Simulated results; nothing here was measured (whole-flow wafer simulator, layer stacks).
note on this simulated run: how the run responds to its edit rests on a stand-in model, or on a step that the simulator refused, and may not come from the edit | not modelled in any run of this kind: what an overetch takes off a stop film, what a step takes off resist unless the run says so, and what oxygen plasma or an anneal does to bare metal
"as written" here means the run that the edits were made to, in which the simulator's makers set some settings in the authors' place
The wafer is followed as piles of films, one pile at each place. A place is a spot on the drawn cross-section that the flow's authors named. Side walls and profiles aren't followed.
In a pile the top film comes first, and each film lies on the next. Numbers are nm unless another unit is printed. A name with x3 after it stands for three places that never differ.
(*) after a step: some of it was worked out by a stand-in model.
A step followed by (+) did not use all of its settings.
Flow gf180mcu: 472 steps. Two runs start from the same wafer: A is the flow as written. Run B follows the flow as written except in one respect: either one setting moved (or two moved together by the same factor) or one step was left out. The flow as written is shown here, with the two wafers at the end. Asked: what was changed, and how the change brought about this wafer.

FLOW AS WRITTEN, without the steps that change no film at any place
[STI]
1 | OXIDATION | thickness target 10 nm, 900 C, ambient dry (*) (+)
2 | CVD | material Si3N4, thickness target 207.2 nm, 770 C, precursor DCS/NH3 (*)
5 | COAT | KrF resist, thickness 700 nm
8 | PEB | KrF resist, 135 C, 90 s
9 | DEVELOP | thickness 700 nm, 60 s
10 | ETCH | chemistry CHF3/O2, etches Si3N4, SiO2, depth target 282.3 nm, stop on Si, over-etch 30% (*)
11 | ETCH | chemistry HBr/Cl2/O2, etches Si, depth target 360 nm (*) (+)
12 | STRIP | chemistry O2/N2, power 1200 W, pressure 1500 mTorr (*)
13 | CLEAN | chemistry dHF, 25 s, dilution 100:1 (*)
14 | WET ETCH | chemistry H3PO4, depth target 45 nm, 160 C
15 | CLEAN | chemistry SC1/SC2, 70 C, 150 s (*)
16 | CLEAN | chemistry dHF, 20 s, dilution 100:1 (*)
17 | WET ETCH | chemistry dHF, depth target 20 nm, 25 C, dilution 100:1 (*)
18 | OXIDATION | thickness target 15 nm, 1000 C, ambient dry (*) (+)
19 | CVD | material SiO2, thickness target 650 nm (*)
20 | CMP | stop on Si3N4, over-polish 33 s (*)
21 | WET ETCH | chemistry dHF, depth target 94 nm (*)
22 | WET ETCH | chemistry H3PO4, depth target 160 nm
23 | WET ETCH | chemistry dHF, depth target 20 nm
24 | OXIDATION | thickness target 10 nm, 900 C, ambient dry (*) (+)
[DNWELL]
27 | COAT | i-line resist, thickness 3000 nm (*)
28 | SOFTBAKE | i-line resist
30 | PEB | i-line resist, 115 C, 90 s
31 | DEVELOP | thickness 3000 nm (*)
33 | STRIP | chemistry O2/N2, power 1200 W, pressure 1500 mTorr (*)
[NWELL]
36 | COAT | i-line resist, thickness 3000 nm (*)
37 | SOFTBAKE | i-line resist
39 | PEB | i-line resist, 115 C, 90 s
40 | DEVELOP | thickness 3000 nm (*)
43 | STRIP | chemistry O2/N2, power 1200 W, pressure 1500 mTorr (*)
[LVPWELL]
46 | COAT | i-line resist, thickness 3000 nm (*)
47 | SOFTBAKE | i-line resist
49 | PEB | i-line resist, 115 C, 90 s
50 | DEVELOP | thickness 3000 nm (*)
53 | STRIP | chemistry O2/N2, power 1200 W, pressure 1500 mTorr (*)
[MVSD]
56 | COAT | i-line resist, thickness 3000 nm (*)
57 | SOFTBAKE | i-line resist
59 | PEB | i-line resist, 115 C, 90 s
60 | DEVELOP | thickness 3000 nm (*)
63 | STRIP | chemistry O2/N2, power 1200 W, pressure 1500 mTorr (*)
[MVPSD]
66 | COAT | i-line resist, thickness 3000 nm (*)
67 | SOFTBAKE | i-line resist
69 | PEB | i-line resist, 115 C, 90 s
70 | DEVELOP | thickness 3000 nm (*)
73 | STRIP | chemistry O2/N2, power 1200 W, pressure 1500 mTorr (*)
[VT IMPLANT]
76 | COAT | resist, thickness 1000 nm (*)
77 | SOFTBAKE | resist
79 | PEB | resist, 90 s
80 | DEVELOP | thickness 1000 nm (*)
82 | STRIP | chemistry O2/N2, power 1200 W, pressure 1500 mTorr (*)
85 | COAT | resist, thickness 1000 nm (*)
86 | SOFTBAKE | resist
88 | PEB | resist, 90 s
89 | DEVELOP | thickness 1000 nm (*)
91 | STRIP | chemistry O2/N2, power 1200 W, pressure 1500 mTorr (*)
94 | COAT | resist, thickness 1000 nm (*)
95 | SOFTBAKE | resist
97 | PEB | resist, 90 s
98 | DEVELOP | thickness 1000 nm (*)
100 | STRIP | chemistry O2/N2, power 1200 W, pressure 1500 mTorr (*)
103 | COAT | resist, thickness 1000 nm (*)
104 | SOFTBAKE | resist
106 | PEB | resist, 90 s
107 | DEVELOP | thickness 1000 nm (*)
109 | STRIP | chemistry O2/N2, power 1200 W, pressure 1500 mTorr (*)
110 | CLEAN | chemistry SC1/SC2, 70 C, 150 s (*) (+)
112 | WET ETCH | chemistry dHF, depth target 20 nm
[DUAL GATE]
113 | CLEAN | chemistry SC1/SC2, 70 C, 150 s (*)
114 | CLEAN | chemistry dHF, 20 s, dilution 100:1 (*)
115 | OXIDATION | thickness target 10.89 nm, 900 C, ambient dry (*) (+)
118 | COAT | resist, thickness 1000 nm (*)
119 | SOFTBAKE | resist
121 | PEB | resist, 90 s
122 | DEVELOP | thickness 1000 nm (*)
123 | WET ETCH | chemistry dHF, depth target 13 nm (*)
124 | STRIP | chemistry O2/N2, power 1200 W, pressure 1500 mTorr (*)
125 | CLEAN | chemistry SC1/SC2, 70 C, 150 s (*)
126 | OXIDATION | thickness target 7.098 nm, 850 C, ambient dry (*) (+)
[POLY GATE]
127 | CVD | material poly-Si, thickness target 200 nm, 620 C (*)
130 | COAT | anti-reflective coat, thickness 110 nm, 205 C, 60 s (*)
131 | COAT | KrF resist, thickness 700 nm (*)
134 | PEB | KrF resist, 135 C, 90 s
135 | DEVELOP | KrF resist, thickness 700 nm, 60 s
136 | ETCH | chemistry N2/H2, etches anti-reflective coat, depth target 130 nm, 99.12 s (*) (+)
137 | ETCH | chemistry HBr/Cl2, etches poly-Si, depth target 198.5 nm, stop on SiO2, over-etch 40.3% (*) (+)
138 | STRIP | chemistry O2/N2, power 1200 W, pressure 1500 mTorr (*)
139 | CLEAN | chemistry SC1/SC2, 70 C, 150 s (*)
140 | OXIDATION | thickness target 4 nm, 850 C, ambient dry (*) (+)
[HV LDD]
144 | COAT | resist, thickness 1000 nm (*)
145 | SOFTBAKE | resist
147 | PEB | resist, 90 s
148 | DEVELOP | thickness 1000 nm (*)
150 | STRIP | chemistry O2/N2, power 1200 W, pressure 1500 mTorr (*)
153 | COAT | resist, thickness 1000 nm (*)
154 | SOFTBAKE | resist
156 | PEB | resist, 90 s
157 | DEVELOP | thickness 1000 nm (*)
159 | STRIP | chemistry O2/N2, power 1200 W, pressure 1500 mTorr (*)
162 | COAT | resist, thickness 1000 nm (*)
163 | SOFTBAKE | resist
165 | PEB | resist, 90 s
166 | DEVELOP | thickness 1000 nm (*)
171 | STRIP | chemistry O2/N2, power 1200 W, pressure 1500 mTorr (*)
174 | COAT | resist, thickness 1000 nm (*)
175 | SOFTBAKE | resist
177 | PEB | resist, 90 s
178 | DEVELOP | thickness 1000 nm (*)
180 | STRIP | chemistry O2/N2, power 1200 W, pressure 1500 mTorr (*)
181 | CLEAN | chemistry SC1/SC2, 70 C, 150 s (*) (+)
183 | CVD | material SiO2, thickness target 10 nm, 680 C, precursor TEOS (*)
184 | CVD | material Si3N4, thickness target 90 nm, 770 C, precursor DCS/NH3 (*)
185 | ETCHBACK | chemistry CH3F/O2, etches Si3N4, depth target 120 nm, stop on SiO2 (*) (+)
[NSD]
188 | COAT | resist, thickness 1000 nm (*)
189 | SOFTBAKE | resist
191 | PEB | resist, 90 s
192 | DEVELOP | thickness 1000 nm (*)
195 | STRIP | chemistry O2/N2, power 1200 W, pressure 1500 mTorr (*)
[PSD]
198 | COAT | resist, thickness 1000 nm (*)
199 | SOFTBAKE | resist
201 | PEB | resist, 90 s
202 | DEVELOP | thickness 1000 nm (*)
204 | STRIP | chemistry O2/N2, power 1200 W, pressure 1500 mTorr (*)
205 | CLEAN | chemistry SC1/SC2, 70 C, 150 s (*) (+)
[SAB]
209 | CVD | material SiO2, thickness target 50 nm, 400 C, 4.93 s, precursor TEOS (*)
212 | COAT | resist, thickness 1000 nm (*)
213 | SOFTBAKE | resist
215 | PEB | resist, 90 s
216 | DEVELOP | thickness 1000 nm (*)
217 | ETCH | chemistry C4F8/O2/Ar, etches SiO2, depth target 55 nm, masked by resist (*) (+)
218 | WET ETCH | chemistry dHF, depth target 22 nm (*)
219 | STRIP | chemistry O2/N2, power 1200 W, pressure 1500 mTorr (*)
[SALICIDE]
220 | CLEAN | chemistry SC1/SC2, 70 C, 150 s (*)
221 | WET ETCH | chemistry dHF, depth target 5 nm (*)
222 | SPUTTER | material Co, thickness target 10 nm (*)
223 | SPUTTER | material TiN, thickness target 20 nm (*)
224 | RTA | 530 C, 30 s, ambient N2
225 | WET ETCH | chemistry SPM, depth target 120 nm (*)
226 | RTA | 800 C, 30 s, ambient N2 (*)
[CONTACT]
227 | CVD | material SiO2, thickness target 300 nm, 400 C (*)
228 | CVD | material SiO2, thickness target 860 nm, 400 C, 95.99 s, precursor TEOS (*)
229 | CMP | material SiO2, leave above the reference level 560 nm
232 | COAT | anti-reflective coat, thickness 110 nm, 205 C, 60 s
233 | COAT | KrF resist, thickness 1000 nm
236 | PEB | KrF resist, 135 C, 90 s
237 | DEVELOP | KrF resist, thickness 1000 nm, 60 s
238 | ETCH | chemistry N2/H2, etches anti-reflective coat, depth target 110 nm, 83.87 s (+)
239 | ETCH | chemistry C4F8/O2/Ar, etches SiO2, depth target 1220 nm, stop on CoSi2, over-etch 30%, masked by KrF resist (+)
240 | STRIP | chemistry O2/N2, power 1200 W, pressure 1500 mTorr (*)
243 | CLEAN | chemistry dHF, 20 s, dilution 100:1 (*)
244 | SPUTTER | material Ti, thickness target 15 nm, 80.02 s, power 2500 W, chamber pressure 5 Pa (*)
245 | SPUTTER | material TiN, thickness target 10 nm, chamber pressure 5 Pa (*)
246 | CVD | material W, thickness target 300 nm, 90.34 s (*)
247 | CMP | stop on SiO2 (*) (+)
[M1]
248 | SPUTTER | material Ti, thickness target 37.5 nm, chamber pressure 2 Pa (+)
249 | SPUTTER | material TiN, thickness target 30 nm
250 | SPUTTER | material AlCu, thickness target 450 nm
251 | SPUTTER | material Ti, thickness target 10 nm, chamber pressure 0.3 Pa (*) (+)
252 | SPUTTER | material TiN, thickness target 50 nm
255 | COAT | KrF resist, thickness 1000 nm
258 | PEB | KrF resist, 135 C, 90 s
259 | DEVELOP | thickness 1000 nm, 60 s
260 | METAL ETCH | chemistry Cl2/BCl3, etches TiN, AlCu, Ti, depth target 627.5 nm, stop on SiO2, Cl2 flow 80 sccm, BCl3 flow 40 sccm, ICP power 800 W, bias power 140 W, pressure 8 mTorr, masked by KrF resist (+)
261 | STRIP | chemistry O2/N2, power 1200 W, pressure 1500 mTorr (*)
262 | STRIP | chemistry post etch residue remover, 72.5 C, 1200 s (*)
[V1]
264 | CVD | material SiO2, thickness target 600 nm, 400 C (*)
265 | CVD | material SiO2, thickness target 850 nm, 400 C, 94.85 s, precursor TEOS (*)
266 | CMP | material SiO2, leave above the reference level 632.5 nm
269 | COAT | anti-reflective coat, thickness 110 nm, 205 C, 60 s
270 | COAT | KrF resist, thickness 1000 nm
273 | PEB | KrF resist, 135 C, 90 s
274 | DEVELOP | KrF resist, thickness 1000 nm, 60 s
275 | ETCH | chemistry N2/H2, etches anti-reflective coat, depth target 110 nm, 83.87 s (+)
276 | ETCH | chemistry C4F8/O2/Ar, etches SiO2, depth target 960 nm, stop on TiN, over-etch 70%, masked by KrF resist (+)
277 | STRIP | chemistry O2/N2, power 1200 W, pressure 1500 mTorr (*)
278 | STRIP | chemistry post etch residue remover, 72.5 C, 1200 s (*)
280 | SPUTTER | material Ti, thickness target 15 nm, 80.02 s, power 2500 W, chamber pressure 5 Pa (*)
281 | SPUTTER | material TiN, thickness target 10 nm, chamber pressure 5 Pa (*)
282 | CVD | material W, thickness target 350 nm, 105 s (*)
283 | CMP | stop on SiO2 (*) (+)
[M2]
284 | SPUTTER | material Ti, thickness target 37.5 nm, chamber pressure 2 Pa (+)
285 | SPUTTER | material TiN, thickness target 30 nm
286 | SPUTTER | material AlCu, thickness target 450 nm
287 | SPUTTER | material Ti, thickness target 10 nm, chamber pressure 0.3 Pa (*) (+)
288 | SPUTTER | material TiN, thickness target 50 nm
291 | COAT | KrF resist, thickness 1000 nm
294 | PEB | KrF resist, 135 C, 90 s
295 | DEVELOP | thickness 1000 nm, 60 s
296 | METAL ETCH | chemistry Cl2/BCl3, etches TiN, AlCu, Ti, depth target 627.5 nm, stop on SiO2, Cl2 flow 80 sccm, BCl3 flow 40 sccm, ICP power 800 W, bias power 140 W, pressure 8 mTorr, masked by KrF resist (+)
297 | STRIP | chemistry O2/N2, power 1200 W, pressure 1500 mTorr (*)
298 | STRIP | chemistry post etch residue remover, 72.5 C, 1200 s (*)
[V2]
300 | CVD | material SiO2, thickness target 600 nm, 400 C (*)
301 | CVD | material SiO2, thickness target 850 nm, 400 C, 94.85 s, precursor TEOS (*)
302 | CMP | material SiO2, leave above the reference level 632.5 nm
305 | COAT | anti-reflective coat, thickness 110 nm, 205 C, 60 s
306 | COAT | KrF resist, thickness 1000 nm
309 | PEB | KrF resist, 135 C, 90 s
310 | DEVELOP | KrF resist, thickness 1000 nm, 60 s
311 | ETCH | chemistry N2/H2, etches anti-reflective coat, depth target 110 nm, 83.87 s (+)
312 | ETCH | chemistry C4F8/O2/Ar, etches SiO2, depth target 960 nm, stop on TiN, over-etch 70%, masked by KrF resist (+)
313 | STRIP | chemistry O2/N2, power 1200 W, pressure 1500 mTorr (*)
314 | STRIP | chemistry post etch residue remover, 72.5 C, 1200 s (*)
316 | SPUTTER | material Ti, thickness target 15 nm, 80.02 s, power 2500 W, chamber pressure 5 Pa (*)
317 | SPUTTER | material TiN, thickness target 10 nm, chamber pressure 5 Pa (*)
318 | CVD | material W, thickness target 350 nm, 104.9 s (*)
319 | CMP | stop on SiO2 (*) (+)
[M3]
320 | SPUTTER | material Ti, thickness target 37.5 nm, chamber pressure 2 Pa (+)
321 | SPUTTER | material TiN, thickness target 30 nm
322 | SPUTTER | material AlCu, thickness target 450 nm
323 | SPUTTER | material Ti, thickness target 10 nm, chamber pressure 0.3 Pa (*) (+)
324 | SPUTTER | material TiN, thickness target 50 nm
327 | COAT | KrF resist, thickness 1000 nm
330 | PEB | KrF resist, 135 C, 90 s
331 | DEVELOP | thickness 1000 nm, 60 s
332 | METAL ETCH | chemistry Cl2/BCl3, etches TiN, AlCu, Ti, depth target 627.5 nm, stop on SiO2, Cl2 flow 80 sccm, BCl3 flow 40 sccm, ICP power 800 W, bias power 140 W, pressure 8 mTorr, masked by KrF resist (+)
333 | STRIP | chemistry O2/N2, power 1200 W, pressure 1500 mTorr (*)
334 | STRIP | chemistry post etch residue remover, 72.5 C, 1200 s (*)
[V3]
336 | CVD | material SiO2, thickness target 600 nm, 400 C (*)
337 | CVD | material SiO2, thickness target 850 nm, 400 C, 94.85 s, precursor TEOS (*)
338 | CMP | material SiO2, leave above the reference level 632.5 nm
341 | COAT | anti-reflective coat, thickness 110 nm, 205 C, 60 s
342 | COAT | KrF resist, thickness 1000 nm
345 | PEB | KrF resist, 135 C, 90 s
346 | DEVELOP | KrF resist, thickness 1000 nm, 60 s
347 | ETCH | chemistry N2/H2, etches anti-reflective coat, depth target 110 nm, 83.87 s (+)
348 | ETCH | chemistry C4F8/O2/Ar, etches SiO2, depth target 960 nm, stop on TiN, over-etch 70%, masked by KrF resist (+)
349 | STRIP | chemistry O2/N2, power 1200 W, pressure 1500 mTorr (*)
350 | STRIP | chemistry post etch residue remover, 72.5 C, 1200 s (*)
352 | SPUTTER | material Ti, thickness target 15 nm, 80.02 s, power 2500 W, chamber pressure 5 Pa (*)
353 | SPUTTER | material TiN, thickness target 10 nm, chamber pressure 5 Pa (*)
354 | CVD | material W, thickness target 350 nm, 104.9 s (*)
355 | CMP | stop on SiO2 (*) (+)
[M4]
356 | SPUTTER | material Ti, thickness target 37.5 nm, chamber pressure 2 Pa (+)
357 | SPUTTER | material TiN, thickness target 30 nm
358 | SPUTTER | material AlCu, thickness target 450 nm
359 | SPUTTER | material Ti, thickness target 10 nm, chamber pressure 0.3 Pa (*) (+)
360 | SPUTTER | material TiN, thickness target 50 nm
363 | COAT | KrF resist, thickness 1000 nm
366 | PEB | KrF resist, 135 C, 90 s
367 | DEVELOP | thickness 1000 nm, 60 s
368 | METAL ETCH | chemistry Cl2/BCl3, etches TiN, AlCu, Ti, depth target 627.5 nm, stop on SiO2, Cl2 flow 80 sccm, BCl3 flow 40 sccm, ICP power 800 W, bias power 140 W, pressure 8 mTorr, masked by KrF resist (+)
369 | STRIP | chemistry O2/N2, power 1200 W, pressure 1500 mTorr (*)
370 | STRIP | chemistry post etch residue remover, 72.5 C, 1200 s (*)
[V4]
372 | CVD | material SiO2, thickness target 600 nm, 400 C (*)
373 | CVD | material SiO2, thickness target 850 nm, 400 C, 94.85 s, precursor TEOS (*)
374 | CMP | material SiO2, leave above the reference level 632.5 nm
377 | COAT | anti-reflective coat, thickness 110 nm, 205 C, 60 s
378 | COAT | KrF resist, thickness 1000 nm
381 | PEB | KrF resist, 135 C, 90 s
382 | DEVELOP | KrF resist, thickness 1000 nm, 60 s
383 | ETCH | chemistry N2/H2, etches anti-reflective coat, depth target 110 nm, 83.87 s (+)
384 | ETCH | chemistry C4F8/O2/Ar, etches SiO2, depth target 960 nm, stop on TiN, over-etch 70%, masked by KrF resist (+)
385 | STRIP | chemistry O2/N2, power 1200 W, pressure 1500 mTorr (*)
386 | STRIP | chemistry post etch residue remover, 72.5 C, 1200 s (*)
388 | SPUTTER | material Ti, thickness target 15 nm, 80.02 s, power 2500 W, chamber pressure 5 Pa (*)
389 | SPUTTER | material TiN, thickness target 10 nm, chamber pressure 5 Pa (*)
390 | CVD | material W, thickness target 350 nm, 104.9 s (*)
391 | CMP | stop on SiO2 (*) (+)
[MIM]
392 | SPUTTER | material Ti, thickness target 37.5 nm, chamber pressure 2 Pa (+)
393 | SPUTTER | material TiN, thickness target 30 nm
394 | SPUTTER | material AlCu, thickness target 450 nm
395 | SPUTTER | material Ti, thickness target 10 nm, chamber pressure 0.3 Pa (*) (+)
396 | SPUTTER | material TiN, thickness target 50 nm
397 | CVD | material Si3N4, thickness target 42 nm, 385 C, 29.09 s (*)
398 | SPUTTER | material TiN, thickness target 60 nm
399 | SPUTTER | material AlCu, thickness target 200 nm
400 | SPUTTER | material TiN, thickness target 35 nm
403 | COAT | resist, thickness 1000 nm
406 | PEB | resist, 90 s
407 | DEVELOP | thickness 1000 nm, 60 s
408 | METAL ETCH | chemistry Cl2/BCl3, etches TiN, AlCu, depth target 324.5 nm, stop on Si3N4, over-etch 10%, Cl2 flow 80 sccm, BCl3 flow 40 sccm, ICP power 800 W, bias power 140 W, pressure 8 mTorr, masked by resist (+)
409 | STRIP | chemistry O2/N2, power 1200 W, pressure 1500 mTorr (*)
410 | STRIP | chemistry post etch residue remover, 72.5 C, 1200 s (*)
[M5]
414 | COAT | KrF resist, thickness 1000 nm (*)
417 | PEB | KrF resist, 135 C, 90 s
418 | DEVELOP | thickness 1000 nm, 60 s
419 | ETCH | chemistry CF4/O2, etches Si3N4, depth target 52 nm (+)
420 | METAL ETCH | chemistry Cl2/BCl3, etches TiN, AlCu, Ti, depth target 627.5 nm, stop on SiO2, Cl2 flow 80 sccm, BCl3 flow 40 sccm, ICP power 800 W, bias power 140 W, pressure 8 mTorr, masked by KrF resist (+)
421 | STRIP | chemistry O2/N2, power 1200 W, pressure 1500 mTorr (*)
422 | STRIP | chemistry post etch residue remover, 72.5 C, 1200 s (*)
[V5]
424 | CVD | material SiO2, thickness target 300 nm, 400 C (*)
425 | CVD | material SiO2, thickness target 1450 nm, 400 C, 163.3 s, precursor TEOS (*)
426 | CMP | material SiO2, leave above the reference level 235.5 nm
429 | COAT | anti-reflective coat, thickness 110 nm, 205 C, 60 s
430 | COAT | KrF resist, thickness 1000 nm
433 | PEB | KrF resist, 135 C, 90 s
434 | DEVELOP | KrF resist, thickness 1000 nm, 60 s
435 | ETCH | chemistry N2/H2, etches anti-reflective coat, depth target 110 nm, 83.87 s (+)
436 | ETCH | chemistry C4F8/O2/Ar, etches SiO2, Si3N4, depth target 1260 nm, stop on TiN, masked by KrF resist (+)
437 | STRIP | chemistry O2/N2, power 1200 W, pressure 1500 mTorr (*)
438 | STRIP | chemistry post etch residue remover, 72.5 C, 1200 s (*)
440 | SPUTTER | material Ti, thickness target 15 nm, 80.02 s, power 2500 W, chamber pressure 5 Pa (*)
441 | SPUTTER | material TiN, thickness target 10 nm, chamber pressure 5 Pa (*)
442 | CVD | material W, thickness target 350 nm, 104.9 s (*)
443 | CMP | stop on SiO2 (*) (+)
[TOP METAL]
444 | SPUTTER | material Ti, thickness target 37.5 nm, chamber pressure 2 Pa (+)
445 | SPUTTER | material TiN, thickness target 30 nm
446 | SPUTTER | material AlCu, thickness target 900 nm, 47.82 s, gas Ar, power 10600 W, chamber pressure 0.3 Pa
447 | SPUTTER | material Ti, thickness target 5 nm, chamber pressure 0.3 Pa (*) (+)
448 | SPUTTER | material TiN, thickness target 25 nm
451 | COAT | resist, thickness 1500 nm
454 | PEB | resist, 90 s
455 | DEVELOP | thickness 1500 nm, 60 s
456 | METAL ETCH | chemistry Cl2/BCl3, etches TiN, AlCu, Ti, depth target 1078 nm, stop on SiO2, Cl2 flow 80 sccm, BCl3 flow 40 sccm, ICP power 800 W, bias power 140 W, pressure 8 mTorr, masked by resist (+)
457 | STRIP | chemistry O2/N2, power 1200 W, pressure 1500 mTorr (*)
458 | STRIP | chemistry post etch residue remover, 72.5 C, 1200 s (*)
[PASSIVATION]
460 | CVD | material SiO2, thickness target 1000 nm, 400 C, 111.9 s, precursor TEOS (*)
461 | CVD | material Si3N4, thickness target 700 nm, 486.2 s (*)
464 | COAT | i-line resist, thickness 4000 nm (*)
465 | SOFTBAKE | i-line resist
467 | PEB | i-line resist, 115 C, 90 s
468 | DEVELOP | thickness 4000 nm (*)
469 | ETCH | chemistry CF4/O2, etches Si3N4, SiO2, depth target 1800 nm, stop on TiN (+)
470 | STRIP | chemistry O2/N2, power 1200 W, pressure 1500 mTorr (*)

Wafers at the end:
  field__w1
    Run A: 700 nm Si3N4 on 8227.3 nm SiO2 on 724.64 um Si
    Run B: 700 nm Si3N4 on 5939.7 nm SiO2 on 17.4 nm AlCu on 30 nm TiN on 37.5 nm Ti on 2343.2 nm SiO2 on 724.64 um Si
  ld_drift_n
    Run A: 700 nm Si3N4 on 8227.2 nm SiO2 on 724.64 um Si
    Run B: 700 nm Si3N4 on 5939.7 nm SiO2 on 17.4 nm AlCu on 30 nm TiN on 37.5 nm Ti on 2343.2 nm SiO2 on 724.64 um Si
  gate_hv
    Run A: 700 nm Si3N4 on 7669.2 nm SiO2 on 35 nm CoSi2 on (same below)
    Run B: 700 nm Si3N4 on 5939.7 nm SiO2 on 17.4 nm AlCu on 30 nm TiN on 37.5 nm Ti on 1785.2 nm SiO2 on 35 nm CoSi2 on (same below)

What caused this: step 286, SPUTTER: thickness target 590.6 nm was run, whereas the flow has thickness target 450 nm.

Step by step, how the change led to this:
  286 | SPUTTER | material AlCu, thickness target 450 nm
      field, field__w1, field__w2 and 108 more: A AlCu gains 450 (new film) | B AlCu gains 590.6 (new film)
  296 | METAL ETCH | chemistry Cl2/BCl3, etches TiN, AlCu, Ti, depth target 627.5 nm, stop on SiO2, Cl2 flow 80 sccm, BCl3 flow 40 sccm, ICP power 800 W, bias power 140 W, pressure 8 mTorr, masked by KrF resist (+)
      field, field__w1, field__w2 and 103 more: A TiN loses 50 (all of it), Ti loses 10 (all of it), AlCu loses 450 (all of it), TiN loses 30 (all of it), Ti loses 37.5 (all of it) | B TiN loses 50 (all of it), Ti loses 10 (all of it), AlCu loses 567.5
  298 | STRIP | chemistry post etch residue remover, 72.5 C, 1200 s (*)
      field, field__w1, field__w2 and 103 more: A nothing | B AlCu loses 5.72
  300 | CVD | material SiO2, thickness target 600 nm, 400 C (*)
      field, field__w1, field__w2 and 103 more: A SiO2 gains 600 | B SiO2 gains 600 (new film)
  302 | CMP | material SiO2, leave above the reference level 632.5 nm
      field, field__w1, field__w2 and 103 more: A SiO2 loses 300 | B SiO2 loses 244.3
With metal films that touch counted as one body, field__w1 has 1 body; the flow as written gives 0 bodies.
With metal films that touch counted as one body, ld_drift_n has 1 body; the flow as written gives 0 bodies.
With metal films that touch counted as one body, gate_hv has 2 bodies (between them, from the top down: SiO2 1785.2); the flow as written gives 1 body.
